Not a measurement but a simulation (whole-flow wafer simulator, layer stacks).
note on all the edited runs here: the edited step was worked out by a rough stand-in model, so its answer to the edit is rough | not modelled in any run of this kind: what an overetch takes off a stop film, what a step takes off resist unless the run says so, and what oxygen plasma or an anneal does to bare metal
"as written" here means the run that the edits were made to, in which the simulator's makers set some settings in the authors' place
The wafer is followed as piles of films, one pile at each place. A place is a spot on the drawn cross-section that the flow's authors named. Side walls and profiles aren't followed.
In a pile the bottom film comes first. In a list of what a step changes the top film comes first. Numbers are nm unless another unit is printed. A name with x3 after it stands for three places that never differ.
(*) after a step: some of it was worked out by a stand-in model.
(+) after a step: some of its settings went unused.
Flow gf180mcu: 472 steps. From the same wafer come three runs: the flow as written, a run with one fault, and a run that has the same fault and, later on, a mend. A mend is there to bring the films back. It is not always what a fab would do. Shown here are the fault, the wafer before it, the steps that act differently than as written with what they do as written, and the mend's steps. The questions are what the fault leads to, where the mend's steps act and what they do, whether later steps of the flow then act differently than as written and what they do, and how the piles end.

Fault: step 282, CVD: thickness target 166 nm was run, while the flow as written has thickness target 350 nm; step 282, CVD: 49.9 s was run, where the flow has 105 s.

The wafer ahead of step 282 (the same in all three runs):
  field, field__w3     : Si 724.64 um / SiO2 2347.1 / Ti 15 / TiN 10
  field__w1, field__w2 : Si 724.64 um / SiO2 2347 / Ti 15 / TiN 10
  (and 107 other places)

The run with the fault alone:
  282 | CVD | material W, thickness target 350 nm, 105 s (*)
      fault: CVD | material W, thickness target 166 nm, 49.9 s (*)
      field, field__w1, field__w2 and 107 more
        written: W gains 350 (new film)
        fault: W gains 167.6 (new film)
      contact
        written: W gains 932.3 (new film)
        fault: W gains 749.9 (new film)
  Steps later in the flow that act otherwise than as written:
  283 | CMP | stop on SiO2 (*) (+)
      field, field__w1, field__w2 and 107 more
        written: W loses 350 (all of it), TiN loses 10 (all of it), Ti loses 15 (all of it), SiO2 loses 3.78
        fault: W loses 167.6 (all of it), TiN loses 10 (all of it), Ti loses 15 (all of it), SiO2 loses 1.94
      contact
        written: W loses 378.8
        fault: W loses 194.5
  At the end the piles are close to the flow's at the places that both follow, differing by at most 2% or 0.5 nm, whichever is larger.

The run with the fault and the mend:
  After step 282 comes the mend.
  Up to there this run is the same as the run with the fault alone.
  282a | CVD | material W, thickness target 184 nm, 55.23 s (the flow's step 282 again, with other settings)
      field, field__w1, field__w2 and 108 more
        W gains 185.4
  Every later step of the flow that is run acts as written, at every place that is followed, to within 2% or 0.5 nm, whichever is larger.
  At the end the piles are close to the flow's at the places that both follow, differing by at most 2% or 0.5 nm, whichever is larger.
